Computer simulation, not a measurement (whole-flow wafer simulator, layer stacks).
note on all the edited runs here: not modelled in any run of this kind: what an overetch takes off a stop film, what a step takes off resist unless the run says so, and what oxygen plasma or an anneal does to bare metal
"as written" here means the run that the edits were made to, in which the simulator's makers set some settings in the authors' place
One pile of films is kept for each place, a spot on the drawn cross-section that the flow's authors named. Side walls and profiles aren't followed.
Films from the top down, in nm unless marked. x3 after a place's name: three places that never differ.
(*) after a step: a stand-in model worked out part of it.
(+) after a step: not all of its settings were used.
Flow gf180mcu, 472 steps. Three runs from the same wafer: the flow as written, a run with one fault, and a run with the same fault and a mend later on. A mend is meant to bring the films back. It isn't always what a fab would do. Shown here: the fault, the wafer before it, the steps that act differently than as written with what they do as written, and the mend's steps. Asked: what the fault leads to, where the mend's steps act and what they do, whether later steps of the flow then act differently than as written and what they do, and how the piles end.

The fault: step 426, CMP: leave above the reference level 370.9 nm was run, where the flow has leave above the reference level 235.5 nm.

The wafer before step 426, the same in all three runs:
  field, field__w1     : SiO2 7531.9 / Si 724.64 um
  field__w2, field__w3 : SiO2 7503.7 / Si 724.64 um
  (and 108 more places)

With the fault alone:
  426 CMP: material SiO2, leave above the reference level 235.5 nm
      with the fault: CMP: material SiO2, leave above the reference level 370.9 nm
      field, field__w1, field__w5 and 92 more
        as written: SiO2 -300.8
        with the fault: SiO2 -165.4
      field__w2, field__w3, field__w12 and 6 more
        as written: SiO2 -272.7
        with the fault: SiO2 -137.3
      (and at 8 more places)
  Later steps of the flow that act differently than as written (1 more step differs only slightly, by at most 2% or 0.5 nm, whichever is larger, and isn't shown):
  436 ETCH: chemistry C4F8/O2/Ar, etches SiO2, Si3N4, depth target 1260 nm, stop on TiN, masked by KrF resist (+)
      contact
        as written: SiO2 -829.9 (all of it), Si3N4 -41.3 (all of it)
        with the fault: SiO2 -965.3 (all of it), Si3N4 -41.3 (all of it)
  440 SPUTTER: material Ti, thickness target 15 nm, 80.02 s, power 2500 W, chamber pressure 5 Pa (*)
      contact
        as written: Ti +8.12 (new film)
        with the fault: Ti +7.52 (new film)
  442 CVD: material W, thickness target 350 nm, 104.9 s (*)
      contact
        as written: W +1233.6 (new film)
        with the fault: W +1370 (new film)
  At the end the piles differ from the flow's by more than 2% or 0.5 nm, whichever is larger, at field__w4, field__w8, contact and 9 more.
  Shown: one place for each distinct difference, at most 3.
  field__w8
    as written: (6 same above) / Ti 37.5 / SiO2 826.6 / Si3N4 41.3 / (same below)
    with the fault: (6 same above) / Ti 37.5 / SiO2 962 / Si3N4 41.3 / (same below)
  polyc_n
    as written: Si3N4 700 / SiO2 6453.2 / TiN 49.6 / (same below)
    with the fault: Si3N4 700 / SiO2 6588.6 / TiN 49.6 / (same below)
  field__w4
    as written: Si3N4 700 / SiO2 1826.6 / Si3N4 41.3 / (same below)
    with the fault: Si3N4 700 / SiO2 1962 / Si3N4 41.3 / (same below)

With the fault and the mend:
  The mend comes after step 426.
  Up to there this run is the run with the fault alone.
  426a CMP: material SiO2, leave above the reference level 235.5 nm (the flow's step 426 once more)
      field, field__w1, field__w2 and 109 more
        SiO2 -135.4
  No later step of the flow acts differently than as written at any place that is followed.
  At the end the piles are the same as the flow's at every place that both follow.
